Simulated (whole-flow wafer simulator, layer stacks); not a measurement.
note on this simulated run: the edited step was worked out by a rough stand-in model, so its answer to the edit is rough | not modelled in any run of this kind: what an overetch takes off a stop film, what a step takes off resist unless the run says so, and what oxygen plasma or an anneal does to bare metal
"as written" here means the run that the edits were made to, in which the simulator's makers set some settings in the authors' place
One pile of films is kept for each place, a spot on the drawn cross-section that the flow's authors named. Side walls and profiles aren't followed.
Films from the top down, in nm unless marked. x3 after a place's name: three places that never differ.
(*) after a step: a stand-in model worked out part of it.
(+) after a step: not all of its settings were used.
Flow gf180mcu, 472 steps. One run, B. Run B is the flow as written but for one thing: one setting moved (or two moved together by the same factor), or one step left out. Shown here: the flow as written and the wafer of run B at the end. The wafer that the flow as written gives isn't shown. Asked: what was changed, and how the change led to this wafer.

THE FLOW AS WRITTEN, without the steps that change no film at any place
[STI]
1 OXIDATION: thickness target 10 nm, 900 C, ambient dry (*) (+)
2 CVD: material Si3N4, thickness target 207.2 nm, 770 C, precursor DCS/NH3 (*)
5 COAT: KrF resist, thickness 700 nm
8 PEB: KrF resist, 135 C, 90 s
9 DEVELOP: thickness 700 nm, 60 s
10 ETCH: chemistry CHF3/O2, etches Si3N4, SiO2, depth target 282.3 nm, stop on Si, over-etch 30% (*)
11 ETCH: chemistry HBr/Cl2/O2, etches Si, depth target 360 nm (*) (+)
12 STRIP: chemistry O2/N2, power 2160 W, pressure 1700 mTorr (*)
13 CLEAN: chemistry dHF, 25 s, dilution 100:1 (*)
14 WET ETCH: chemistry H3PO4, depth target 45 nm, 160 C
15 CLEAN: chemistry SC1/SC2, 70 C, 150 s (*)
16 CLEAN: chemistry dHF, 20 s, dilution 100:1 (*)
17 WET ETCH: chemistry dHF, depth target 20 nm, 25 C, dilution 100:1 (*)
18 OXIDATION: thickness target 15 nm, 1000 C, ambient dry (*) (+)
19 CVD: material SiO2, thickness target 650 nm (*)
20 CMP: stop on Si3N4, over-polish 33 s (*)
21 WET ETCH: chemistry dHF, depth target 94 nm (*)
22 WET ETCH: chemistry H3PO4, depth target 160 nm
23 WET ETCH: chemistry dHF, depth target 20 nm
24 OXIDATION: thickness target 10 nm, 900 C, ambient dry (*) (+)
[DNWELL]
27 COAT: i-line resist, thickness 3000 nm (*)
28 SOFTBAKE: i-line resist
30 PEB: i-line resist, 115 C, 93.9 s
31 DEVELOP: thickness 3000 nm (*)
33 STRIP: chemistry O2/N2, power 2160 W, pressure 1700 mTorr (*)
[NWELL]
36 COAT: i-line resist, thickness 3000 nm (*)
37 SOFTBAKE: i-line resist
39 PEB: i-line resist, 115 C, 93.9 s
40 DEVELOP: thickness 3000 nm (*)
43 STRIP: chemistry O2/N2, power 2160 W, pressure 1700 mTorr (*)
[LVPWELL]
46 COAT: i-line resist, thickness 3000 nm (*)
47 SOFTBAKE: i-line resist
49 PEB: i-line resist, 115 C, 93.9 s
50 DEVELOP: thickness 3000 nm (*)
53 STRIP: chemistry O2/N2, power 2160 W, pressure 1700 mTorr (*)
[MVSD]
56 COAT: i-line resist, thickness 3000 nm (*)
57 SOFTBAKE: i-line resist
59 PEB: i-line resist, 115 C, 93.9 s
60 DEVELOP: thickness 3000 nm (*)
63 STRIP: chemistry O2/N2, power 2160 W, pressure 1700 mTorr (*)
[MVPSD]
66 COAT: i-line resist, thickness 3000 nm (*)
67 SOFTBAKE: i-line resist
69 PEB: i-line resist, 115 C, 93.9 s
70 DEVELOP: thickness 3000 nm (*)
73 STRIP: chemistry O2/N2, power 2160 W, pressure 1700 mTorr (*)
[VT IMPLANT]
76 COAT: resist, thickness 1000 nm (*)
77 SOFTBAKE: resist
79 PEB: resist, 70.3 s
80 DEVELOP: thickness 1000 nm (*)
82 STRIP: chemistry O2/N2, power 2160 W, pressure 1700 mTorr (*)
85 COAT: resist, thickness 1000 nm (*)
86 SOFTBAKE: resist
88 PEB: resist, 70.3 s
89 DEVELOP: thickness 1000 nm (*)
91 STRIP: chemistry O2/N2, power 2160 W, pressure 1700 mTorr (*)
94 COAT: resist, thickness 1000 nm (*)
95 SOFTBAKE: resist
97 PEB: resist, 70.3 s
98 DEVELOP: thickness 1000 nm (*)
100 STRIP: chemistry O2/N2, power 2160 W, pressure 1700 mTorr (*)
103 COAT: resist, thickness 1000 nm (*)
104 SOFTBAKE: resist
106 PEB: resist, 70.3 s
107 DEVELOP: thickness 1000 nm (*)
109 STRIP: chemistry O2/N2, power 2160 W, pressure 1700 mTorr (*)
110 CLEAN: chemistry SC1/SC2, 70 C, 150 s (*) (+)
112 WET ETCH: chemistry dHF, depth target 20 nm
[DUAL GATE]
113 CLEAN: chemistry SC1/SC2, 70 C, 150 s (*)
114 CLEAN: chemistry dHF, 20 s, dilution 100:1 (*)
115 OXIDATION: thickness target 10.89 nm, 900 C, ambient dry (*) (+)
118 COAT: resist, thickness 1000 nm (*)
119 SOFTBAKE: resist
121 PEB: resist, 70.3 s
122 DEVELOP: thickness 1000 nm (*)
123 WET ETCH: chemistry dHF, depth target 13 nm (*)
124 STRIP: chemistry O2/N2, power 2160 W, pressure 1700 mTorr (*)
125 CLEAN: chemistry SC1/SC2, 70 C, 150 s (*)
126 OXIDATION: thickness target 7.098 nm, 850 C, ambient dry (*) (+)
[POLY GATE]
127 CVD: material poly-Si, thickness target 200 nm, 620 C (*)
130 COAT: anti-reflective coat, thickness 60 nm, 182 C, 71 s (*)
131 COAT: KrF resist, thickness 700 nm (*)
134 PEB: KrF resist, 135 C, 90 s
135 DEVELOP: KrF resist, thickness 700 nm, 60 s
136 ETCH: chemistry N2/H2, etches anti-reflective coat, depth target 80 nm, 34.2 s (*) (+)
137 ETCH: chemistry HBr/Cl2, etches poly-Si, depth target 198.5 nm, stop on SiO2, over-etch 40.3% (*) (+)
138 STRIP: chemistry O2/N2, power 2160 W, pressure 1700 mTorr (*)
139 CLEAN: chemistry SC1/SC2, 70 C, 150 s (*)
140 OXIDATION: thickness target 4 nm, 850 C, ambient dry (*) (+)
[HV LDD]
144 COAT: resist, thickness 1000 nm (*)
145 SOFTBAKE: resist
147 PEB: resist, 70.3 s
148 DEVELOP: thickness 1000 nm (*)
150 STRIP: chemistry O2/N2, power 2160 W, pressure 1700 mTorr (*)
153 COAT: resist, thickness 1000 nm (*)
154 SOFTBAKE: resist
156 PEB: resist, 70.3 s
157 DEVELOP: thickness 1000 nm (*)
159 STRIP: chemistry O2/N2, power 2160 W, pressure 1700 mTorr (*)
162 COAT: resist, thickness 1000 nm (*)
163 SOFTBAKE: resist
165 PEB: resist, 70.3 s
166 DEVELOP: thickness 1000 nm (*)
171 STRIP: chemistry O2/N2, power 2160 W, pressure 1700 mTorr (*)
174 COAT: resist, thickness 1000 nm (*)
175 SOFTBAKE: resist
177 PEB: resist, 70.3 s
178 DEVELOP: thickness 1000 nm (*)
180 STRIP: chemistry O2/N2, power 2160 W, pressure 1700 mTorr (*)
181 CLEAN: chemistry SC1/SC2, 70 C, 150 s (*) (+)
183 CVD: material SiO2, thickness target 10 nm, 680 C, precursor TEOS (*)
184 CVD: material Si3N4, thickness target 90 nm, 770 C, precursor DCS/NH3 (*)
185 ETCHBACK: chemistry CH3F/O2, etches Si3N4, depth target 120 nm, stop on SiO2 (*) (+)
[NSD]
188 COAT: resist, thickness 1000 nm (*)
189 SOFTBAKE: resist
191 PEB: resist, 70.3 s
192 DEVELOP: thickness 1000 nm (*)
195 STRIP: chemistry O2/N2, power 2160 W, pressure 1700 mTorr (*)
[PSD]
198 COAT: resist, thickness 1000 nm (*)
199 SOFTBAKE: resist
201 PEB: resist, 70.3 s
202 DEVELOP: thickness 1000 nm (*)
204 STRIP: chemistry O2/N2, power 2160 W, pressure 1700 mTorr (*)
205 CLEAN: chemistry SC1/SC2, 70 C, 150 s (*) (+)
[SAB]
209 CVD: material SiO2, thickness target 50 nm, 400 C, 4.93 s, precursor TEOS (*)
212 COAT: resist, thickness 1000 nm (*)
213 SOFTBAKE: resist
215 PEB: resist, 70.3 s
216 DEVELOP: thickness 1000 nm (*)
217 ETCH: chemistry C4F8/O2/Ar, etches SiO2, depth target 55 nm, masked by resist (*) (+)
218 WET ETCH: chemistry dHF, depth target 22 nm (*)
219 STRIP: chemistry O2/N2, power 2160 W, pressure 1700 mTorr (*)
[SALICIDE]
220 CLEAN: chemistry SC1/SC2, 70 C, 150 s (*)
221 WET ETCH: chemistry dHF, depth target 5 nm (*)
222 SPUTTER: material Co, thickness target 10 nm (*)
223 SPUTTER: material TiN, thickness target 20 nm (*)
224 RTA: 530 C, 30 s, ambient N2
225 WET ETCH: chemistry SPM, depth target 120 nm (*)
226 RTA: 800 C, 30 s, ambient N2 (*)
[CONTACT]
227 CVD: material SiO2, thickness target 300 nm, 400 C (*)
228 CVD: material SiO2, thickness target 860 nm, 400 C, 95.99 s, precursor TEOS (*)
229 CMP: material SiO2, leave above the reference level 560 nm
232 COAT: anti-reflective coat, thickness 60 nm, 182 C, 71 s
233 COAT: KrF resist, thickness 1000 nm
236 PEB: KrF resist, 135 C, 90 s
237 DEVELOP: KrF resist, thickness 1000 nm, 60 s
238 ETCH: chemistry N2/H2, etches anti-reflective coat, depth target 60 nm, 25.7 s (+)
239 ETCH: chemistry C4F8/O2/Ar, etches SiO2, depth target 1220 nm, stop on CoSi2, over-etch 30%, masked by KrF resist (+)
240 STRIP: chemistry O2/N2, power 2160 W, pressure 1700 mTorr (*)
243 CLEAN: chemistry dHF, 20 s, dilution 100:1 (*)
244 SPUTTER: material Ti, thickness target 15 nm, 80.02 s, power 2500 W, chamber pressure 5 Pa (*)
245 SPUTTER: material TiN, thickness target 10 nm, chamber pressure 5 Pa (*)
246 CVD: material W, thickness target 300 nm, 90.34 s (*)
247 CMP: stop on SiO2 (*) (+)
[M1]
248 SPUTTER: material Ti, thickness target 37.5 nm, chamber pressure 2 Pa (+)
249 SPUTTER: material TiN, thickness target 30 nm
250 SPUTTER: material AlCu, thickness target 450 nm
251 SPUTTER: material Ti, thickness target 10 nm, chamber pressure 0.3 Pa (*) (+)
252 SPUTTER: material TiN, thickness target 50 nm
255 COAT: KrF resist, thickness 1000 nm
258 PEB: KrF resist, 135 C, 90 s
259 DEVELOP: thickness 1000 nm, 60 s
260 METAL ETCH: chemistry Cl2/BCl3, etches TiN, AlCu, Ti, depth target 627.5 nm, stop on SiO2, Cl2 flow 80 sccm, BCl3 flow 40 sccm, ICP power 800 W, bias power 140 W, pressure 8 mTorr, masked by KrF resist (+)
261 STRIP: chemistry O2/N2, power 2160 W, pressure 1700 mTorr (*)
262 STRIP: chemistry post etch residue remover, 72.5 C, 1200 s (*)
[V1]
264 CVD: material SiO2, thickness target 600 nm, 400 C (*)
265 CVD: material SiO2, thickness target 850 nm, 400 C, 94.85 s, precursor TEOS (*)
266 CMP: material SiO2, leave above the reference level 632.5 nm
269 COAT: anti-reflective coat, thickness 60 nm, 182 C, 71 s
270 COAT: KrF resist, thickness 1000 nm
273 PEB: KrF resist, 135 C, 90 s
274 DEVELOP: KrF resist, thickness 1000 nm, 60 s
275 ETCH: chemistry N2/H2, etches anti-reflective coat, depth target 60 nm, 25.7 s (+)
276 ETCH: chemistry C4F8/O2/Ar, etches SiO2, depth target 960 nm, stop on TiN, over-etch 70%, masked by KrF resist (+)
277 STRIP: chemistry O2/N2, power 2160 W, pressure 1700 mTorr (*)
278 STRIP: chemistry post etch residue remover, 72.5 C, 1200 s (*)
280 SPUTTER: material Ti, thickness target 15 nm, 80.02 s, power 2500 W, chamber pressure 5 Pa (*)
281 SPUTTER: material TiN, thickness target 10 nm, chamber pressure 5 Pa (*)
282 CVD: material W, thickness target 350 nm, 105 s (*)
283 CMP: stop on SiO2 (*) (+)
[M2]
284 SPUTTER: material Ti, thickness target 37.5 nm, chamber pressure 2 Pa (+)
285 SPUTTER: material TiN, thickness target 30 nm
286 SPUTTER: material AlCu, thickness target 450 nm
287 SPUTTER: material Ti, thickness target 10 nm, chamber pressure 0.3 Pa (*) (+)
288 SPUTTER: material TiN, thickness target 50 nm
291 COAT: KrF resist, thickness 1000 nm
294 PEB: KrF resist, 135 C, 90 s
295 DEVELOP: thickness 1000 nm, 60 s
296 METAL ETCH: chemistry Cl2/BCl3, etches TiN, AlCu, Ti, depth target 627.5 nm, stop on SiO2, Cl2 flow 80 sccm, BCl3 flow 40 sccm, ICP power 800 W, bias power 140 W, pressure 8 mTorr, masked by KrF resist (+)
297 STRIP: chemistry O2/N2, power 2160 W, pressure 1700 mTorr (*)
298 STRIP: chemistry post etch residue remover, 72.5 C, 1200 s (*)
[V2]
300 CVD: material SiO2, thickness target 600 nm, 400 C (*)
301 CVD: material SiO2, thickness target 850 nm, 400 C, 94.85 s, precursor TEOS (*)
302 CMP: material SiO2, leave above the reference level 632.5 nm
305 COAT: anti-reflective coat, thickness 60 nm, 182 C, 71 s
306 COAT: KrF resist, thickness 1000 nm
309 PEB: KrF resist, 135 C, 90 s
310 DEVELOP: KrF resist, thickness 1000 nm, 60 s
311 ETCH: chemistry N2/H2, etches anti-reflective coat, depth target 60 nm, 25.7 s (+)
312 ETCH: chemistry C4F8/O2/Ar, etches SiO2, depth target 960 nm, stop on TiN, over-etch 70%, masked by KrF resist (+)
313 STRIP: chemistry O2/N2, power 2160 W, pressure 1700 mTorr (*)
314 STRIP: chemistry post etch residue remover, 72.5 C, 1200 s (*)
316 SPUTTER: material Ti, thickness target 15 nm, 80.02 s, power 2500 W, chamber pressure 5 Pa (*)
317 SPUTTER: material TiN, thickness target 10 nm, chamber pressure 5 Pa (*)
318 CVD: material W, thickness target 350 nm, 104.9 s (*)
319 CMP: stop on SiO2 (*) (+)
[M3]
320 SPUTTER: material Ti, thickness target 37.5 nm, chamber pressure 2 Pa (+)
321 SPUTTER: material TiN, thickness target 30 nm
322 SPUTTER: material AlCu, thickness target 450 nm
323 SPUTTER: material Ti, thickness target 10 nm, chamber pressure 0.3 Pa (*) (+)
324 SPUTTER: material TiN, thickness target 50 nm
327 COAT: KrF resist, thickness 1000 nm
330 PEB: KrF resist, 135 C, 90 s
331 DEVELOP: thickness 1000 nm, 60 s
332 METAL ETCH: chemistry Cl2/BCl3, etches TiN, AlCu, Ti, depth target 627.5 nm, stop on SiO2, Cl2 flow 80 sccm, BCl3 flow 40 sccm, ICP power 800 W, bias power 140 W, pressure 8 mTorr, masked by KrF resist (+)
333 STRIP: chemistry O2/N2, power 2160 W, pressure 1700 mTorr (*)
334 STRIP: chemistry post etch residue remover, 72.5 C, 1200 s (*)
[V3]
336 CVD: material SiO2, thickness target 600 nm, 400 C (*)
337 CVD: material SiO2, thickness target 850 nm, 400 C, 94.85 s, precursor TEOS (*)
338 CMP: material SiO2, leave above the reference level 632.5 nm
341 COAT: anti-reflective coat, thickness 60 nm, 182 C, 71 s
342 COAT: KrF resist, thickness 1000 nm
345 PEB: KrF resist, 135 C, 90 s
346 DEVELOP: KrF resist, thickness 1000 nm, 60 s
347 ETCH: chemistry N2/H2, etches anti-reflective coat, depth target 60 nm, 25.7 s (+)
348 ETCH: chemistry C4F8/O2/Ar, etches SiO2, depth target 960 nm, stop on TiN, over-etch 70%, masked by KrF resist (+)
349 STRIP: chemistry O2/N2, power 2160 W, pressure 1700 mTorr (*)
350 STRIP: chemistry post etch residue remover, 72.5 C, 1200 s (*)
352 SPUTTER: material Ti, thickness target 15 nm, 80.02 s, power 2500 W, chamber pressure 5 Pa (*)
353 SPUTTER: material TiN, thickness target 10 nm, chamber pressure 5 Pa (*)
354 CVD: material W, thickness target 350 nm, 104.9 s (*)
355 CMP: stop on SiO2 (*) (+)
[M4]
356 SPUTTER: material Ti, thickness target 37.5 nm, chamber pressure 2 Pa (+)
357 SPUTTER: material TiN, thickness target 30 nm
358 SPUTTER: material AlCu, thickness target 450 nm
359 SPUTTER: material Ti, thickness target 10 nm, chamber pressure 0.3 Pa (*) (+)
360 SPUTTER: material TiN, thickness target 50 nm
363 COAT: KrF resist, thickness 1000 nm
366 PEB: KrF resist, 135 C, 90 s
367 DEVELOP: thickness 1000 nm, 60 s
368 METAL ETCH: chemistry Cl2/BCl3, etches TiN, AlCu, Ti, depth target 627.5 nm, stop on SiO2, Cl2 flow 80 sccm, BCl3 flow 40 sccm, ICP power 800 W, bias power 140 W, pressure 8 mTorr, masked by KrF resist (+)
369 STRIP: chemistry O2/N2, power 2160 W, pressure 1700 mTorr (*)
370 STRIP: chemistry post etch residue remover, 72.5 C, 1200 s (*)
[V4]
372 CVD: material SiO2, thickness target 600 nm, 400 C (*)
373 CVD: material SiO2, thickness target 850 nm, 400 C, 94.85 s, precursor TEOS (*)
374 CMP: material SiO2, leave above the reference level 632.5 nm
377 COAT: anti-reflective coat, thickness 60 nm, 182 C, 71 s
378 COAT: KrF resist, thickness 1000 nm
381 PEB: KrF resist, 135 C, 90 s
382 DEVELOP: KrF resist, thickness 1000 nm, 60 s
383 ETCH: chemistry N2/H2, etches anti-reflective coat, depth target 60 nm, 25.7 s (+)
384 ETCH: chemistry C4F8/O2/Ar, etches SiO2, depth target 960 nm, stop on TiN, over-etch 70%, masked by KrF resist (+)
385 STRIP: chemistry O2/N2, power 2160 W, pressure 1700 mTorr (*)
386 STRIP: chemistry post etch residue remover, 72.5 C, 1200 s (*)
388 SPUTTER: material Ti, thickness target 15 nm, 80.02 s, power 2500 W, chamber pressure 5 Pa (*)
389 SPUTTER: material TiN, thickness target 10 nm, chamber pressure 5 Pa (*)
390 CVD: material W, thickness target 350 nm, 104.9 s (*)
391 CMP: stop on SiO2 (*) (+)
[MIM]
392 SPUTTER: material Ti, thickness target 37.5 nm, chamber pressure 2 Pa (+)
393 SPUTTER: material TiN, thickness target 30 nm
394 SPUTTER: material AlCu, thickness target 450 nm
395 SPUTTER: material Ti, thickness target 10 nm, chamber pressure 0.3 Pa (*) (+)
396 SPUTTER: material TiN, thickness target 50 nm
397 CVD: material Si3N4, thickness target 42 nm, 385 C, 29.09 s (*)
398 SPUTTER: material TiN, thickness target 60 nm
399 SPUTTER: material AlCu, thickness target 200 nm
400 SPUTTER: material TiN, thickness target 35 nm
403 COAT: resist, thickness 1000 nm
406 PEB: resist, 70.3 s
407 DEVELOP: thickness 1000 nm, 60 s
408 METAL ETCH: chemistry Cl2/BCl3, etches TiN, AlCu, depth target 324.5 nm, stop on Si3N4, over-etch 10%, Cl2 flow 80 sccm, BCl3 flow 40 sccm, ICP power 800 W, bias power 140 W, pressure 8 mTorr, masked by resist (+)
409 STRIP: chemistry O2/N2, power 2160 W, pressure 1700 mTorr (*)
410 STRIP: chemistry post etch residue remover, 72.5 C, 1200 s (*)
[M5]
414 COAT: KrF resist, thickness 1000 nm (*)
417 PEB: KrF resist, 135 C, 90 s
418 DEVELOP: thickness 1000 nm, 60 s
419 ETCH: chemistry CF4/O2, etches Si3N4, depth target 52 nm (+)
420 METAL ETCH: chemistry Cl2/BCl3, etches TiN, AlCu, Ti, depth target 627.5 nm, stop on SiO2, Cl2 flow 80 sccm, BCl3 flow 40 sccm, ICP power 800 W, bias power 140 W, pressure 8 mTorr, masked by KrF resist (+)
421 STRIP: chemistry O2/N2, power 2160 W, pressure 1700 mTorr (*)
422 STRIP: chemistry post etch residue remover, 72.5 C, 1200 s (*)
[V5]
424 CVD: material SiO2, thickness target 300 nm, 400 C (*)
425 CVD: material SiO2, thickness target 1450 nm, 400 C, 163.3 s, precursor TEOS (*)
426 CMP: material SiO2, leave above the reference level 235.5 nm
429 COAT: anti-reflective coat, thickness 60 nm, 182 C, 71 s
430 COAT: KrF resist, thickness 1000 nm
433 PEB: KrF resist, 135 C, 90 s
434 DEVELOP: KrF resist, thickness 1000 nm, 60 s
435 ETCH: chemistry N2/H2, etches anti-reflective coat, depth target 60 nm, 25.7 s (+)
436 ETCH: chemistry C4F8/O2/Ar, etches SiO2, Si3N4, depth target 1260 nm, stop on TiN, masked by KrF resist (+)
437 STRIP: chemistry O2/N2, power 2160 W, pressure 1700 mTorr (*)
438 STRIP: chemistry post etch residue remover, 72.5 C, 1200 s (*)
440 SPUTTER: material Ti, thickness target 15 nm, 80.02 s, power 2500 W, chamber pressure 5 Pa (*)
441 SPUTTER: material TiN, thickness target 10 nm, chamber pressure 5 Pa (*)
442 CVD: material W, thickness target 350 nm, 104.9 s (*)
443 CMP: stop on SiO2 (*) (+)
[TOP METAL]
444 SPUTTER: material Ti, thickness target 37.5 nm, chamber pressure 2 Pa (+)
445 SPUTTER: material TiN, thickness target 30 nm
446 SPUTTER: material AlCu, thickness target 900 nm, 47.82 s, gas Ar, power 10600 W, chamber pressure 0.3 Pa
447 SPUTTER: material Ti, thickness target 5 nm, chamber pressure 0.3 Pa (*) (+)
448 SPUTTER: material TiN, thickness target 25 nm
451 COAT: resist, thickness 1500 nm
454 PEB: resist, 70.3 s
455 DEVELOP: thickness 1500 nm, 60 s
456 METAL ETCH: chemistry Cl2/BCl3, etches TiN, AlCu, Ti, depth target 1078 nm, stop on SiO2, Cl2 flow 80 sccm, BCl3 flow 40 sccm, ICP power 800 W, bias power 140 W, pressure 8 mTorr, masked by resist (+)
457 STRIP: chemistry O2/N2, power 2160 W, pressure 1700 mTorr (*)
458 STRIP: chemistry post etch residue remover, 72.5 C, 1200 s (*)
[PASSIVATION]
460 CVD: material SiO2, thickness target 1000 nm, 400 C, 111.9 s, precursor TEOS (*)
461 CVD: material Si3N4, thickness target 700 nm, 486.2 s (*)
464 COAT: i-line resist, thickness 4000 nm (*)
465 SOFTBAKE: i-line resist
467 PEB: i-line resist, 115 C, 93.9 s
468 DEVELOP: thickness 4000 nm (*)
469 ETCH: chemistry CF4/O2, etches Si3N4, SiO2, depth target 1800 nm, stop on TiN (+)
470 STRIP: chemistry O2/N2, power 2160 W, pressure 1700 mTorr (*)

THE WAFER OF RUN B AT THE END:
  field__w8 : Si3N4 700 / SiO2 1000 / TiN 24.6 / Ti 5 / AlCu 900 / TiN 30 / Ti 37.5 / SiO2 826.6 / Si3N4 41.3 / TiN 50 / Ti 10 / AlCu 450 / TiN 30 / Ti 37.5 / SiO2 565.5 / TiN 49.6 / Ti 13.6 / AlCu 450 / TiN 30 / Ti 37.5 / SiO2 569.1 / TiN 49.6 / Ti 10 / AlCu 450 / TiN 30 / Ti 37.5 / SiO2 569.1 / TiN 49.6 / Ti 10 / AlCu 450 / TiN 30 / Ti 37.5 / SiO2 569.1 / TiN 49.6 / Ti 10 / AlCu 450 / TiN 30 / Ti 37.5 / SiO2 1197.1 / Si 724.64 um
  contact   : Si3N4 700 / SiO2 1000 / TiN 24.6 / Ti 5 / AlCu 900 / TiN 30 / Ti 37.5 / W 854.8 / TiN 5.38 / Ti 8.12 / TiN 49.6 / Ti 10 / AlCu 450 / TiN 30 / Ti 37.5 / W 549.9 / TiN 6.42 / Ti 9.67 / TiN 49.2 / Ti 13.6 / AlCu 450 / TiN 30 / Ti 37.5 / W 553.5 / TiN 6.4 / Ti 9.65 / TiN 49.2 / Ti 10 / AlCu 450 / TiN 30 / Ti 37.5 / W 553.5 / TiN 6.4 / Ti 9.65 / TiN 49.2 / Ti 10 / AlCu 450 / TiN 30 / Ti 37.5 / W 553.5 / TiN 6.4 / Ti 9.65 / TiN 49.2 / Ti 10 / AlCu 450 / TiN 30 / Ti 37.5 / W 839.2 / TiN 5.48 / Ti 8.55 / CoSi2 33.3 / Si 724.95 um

The cause: step 359, SPUTTER: thickness target 13.6 nm was run, where the flow has thickness target 10 nm.
It can be read off the wafer: field__w8 has Ti 13.6, and step 359 as written asks for 10 nm.

How the change led to this, step by step:
  359 SPUTTER: material Ti, thickness target 10 nm, chamber pressure 0.3 Pa (*) (+)
      field, field__w1, field__w2 and 108 more: Ti +13.6 (new film) (as written it would be: Ti +10 (new film))
  368 METAL ETCH: chemistry Cl2/BCl3, etches TiN, AlCu, Ti, depth target 627.5 nm, stop on SiO2, Cl2 flow 80 sccm, BCl3 flow 40 sccm, ICP power 800 W, bias power 140 W, pressure 8 mTorr, masked by KrF resist (+)
      field, field__w1, field__w2 and 103 more: TiN -50 (all of it), Ti -13.6 (all of it), AlCu -450 (all of it), TiN -30 (all of it), Ti -37.5 (all of it) (as written it would be: TiN -50 (all of it), Ti -10 (all of it), AlCu -450 (all of it), TiN -30 (all of it), Ti -37.5 (all of it))
